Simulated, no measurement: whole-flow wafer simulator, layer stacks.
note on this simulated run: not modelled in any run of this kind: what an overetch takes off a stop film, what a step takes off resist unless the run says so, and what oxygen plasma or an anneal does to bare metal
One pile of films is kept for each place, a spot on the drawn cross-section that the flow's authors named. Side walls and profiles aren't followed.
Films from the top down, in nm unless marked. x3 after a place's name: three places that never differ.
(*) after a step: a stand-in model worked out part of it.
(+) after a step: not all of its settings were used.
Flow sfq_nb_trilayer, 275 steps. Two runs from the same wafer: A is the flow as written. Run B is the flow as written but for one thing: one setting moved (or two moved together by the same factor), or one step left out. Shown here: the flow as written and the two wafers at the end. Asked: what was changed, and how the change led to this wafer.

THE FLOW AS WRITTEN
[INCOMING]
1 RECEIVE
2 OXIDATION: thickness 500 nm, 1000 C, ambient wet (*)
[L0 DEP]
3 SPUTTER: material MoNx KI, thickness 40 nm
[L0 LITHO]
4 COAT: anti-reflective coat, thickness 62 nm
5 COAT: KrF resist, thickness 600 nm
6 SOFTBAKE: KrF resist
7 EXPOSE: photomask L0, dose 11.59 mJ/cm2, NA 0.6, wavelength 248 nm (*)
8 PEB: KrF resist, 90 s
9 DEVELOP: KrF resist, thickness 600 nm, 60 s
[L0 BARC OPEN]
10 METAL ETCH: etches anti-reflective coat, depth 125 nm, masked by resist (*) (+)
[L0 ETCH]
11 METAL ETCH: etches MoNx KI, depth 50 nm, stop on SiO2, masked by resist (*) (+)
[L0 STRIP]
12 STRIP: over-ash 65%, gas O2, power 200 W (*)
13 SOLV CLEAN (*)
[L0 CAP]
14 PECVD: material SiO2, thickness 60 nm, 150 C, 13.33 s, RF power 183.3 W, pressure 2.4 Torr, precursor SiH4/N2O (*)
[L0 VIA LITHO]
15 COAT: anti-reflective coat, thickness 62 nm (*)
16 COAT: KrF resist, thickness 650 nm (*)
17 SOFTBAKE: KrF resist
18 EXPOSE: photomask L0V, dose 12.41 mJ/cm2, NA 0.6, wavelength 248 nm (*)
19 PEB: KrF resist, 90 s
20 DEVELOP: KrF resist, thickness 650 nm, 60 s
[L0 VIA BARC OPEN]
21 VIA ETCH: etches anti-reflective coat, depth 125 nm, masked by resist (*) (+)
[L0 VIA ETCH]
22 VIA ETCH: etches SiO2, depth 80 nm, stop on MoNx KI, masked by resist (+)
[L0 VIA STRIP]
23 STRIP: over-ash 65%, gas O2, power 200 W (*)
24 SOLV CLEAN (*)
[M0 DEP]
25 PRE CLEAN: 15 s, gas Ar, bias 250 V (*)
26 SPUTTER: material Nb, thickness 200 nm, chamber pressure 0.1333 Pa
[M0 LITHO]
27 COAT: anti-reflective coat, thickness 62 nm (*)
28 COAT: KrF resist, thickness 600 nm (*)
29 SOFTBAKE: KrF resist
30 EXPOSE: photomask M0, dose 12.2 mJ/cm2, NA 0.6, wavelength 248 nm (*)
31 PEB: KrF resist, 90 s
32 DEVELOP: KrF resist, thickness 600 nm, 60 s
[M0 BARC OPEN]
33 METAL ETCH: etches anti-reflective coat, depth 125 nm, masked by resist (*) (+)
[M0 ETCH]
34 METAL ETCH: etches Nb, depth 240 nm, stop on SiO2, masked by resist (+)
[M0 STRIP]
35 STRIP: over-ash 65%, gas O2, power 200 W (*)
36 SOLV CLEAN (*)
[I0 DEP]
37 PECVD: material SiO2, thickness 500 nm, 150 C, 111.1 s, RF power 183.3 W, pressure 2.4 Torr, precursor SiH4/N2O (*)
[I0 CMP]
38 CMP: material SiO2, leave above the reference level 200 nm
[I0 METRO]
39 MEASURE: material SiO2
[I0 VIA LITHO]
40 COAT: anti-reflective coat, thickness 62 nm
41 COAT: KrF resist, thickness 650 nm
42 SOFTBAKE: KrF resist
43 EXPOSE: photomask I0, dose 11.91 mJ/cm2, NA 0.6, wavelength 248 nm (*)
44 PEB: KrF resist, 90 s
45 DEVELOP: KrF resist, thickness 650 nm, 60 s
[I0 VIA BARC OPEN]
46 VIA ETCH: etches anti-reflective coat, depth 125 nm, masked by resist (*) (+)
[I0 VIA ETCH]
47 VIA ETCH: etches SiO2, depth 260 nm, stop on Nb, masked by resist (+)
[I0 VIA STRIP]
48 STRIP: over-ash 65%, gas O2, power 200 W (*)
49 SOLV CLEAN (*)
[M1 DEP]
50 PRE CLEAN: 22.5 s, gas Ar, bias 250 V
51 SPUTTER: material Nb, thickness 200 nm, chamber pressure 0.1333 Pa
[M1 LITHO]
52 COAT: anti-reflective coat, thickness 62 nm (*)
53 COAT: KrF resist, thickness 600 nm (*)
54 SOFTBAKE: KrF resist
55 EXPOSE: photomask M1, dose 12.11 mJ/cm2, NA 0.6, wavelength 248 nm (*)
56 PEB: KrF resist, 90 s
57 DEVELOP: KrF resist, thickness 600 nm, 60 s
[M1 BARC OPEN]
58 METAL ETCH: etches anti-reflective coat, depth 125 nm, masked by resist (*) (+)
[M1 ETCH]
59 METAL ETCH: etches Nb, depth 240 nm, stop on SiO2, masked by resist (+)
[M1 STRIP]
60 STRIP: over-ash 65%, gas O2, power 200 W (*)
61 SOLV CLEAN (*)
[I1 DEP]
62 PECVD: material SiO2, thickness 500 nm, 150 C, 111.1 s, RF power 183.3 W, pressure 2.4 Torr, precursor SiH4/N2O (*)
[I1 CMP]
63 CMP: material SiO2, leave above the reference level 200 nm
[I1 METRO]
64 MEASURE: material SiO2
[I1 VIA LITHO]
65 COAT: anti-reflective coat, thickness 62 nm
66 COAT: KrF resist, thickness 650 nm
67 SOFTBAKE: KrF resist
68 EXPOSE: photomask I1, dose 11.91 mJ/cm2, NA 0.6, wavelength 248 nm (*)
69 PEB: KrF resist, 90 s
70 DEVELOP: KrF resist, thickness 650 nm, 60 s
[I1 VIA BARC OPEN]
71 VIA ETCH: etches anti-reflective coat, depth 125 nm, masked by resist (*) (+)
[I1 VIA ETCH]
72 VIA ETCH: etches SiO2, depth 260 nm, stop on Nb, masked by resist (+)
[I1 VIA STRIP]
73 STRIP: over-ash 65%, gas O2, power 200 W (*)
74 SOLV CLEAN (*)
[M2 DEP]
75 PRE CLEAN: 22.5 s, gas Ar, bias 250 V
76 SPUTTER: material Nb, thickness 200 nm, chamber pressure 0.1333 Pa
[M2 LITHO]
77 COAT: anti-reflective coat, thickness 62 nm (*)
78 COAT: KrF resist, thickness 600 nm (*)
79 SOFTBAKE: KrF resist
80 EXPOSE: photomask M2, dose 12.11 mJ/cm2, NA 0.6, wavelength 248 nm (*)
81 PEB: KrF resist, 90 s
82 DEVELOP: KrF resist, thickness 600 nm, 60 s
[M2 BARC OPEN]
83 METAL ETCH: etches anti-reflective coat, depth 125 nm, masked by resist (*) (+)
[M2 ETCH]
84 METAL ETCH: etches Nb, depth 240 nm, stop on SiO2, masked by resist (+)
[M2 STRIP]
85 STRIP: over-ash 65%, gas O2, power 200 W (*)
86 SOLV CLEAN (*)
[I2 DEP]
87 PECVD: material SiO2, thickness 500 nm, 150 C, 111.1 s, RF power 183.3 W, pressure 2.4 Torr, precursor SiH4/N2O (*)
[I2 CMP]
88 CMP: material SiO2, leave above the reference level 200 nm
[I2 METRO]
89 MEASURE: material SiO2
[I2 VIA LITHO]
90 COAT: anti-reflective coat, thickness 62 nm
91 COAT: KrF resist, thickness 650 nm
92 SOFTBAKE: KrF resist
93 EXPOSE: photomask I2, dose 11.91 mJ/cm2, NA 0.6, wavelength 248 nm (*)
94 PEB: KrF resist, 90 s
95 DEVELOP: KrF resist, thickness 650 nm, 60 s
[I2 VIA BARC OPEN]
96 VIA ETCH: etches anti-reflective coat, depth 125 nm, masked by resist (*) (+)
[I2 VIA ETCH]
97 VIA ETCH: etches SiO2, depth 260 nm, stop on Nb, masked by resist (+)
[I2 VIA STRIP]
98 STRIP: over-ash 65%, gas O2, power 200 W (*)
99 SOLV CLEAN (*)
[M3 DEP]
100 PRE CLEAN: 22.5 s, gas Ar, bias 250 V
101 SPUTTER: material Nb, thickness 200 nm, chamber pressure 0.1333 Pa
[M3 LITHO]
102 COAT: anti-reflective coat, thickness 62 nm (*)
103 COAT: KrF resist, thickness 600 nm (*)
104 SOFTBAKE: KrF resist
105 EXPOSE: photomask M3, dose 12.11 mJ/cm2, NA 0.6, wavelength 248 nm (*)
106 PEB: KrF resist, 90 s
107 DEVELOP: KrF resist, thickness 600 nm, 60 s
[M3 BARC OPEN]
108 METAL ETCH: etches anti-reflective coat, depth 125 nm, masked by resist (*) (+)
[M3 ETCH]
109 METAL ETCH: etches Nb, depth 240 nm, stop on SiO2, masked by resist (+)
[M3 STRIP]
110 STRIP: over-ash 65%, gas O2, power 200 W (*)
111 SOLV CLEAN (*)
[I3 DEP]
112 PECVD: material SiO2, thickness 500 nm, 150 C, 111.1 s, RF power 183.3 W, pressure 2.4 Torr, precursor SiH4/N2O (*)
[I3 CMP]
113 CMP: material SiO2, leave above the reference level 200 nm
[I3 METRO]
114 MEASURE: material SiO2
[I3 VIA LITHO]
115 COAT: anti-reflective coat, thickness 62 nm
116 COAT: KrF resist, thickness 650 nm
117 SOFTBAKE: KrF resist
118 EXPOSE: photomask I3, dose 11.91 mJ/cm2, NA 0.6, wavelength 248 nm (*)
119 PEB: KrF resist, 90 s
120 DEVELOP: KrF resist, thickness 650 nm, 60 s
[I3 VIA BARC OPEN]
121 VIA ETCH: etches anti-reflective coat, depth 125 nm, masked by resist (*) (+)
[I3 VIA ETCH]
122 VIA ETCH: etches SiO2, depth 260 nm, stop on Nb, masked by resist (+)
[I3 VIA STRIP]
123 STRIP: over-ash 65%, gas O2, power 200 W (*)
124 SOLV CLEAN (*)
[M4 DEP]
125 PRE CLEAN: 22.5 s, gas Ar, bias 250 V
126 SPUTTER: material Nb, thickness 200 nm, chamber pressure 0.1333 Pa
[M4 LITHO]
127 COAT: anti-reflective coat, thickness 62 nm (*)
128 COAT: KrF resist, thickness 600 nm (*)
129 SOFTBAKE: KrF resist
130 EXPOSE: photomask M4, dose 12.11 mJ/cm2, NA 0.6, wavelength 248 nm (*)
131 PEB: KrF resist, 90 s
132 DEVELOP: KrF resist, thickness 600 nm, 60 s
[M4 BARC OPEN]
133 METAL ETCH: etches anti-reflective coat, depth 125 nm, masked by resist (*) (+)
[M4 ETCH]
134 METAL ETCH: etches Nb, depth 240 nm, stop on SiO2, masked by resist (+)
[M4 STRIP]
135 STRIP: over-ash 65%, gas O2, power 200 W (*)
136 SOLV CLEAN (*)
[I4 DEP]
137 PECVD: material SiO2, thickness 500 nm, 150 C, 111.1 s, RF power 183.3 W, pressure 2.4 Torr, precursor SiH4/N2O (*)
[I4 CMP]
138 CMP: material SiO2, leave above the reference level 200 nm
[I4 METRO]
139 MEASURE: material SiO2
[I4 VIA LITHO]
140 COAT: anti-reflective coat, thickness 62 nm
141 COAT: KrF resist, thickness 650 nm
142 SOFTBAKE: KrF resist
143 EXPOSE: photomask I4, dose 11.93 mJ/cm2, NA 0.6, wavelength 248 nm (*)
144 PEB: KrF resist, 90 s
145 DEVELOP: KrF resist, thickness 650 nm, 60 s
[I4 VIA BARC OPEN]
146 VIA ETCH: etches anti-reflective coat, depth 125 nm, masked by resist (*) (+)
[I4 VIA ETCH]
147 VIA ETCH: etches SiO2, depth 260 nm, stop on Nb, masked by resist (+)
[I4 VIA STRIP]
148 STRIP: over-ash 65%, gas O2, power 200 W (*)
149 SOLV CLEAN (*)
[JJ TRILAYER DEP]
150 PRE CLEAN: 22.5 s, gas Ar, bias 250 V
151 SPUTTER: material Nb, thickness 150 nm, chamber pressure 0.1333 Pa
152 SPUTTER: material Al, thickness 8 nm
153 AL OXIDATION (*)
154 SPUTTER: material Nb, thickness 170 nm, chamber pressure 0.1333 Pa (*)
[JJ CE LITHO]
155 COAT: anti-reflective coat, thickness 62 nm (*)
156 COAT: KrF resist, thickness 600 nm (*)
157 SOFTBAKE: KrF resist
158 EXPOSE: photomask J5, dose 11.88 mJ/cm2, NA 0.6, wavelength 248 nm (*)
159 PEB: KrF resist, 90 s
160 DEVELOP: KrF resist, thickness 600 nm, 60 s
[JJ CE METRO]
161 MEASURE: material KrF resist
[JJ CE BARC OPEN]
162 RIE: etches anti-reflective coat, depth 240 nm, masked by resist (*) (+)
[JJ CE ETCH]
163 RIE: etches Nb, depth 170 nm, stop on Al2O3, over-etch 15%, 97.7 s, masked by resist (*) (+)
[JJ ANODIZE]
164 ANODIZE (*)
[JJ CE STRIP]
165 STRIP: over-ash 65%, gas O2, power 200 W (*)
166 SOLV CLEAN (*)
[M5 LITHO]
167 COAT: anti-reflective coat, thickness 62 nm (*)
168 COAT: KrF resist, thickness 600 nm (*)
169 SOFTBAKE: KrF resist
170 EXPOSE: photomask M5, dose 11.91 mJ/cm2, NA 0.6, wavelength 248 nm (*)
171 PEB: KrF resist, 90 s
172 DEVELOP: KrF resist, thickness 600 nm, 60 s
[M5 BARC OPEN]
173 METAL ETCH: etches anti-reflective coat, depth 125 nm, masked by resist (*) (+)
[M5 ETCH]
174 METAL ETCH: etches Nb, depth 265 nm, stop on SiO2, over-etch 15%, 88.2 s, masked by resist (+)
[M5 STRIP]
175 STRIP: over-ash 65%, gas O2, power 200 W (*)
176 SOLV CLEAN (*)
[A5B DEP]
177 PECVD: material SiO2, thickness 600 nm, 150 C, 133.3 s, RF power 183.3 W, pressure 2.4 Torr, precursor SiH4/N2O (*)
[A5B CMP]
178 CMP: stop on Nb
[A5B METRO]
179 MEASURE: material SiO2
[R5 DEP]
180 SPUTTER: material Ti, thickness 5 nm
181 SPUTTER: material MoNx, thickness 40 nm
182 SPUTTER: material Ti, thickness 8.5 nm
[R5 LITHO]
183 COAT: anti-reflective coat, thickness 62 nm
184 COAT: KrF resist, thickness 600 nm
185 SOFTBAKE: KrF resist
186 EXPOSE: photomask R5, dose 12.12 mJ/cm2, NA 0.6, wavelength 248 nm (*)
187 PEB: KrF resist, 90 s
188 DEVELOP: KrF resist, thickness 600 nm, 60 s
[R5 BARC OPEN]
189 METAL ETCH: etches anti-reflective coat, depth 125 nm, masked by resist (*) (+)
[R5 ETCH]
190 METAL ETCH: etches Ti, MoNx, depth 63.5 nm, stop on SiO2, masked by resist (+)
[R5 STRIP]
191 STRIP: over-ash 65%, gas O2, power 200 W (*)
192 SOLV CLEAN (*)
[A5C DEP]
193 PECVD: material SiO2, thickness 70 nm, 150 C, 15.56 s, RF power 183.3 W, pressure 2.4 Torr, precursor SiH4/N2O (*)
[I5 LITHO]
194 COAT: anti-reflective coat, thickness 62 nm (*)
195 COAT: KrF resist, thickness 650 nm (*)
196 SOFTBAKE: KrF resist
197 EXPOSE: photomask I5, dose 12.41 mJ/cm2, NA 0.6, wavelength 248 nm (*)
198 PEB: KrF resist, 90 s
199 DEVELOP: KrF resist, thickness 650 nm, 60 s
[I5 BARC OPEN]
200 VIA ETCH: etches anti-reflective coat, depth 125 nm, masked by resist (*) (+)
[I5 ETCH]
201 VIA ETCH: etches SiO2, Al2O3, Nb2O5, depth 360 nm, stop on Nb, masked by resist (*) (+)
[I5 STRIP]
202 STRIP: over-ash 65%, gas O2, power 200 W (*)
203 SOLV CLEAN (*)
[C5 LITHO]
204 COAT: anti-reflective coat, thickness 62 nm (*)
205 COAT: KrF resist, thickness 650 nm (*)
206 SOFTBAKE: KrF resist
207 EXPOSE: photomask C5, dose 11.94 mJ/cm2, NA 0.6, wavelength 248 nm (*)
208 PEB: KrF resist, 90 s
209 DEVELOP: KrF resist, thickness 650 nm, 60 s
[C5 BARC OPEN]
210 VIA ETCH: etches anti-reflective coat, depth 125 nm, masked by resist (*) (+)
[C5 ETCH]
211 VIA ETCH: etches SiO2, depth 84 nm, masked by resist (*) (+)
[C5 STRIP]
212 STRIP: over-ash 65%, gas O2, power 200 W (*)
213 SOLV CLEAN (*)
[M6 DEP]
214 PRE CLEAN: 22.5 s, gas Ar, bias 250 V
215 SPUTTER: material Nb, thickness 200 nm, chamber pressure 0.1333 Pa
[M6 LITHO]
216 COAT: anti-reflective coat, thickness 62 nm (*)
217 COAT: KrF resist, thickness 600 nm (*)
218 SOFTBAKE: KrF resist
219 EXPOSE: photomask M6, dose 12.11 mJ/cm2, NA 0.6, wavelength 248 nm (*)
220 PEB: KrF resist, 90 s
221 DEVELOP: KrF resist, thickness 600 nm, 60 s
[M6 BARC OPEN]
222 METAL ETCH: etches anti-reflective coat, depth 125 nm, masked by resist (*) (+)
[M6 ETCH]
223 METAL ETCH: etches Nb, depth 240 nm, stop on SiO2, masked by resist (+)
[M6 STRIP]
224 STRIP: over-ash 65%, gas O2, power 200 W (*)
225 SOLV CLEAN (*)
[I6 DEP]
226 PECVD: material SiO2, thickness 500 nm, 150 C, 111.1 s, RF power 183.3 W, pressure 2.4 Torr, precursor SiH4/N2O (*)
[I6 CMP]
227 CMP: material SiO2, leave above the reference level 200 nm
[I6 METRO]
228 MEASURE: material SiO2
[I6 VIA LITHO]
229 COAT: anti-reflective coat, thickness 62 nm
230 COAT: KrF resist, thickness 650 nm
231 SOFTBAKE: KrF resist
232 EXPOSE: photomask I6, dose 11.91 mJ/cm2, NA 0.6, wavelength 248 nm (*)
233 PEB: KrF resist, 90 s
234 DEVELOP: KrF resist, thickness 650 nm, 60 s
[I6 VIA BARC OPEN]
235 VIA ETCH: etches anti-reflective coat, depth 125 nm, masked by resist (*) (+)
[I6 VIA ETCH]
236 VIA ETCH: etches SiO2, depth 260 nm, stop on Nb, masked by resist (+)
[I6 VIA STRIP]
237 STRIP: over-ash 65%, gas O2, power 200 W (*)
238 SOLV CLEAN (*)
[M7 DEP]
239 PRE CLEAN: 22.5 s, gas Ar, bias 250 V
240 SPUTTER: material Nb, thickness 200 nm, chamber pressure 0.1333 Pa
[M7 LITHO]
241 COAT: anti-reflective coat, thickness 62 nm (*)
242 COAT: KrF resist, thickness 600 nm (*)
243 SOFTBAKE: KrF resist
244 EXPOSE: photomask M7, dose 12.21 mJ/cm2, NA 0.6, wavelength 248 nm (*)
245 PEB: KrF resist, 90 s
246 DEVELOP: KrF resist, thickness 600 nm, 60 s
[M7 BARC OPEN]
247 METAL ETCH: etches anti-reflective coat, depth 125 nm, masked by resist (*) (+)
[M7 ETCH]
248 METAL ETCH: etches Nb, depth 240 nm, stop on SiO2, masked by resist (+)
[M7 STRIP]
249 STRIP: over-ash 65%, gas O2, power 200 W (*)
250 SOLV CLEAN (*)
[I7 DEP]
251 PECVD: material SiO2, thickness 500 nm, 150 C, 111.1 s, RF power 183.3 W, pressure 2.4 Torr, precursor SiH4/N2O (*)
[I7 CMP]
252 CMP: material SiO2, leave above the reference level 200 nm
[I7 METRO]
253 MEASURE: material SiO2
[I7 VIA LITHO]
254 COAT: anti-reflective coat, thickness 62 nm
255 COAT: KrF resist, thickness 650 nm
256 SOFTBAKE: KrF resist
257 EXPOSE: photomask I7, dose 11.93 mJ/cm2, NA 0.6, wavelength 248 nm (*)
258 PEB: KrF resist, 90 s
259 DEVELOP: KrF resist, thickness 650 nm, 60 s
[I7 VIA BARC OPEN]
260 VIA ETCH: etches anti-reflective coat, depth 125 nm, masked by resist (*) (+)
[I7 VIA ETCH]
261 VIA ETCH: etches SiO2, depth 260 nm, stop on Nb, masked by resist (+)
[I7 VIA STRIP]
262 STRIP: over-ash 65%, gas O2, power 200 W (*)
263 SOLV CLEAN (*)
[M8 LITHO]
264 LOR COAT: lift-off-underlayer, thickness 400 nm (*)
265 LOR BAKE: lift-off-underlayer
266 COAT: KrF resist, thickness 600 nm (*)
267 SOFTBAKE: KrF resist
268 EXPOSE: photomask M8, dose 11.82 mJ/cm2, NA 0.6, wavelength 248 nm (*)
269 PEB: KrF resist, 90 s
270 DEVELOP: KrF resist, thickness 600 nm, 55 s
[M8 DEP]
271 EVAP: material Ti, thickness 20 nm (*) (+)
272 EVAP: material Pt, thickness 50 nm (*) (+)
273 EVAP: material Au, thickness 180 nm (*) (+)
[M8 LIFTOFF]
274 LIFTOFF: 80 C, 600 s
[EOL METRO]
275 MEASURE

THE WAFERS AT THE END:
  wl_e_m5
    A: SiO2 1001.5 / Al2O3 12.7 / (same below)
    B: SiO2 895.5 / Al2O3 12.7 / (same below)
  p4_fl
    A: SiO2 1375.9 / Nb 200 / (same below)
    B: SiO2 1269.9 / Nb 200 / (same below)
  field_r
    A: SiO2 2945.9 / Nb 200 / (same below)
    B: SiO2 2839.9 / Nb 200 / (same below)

The cause: step 240, SPUTTER: thickness 94 nm was run, where the flow has thickness 200 nm.

How the change led to this, step by step:
  240 SPUTTER: material Nb, thickness 200 nm, chamber pressure 0.1333 Pa
      field_l, v_sur, via_wl and 102 more: A Nb +200 (new film) | B Nb +94 (new film)
      via_v: A Nb +161.1 | B Nb +75.6
  241 COAT: anti-reflective coat, thickness 62 nm (*)
      via_v: A anti-reflective coat +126 (new film) | B anti-reflective coat +120.1 (new film)
  248 METAL ETCH: etches Nb, depth 240 nm, stop on SiO2, masked by resist (+)
      field_l, field_r, lsp_l and 62 more: A Nb -200 (all of it) | B Nb -94 (all of it)
      v_sur, via_wl, via_w and 38 more: A KrF resist -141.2 | B KrF resist -82.9
  249 STRIP: over-ash 65%, gas O2, power 200 W (*)
      wl_j_sl, wl_jj, wl_j_sr and 14 more: A KrF resist -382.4 (all of it), anti-reflective coat -62 (all of it) | B KrF resist -440.6 (all of it), anti-reflective coat -62 (all of it)
      ln_m5, lsp_m, ln_m6, lsp_r: A KrF resist -381.9 (all of it), anti-reflective coat -61.8 (all of it) | B KrF resist -440.2 (all of it), anti-reflective coat -61.8 (all of it)
      (and at 20 more places)
  251 PECVD: material SiO2, thickness 500 nm, 150 C, 111.1 s, RF power 183.3 W, pressure 2.4 Torr, precursor SiH4/N2O (*)
      field_r, lsp_l: A SiO2 +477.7 | B SiO2 +489.5
      m7r_space_l x2: A SiO2 +557.1 | B SiO2 +500
      (and at 1 more place)
  252 CMP: material SiO2, leave above the reference level 200 nm
      field_l, p4_fl, p4_fm and 56 more: A SiO2 -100 | B SiO2 -206
      field_r, lsp_l: A SiO2 -77.7 | B SiO2 -195.5
      (and at 5 more places)
